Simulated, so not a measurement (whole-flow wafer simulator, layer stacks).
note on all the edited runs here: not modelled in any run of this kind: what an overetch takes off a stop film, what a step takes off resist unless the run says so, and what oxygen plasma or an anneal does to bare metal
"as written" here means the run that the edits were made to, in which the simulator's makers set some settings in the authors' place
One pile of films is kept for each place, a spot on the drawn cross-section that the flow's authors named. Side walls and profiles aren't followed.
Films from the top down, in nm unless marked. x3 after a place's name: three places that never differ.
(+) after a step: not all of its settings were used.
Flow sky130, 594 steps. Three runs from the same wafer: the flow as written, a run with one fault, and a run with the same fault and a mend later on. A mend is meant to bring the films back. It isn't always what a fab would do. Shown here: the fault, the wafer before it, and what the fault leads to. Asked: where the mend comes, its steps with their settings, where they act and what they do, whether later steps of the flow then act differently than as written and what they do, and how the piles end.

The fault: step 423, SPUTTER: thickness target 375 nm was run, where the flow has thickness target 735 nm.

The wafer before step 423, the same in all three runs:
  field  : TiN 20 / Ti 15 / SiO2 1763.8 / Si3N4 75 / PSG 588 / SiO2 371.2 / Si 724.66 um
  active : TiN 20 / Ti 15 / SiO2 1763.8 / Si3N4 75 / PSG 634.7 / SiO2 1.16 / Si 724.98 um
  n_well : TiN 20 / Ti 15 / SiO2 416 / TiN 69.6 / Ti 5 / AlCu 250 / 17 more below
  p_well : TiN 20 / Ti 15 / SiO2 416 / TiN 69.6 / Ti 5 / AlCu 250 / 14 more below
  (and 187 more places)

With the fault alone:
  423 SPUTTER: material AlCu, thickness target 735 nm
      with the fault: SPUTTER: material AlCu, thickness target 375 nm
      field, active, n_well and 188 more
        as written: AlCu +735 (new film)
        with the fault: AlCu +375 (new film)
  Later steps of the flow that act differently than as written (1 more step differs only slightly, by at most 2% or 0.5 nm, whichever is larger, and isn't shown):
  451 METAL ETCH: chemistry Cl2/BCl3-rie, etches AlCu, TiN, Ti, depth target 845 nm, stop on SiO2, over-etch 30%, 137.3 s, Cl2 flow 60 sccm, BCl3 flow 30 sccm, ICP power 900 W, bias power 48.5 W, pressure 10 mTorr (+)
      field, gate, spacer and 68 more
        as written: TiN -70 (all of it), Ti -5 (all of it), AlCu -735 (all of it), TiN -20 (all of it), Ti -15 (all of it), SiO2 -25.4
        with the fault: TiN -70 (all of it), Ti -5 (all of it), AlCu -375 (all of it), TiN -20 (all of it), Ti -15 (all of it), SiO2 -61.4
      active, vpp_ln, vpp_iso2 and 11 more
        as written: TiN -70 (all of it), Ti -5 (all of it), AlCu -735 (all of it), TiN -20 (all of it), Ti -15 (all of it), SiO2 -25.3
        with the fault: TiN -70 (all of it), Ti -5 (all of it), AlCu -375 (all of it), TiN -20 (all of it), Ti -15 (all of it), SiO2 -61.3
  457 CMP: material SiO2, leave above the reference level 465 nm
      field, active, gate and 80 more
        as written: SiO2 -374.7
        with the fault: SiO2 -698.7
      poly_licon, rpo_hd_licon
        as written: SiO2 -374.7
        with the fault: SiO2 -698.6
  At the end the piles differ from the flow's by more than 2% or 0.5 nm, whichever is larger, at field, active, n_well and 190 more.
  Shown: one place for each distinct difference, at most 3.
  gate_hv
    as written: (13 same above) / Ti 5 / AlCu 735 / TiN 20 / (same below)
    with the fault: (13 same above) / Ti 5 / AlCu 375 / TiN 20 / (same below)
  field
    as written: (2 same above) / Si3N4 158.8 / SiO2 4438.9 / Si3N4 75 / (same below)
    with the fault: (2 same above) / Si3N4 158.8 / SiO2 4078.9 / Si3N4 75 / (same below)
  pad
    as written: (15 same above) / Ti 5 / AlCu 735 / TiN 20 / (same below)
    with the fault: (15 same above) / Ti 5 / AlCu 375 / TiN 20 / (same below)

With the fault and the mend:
  The mend comes after step 423.
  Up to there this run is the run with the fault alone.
  423a SPUTTER: material AlCu, thickness target 360 nm (the flow's step 423 once more, with other settings)
      field, active, n_well and 188 more
        AlCu +360
  No later step of the flow acts differently than as written at any place that is followed.
  At the end the piles are the same as the flow's at every place that both follow.
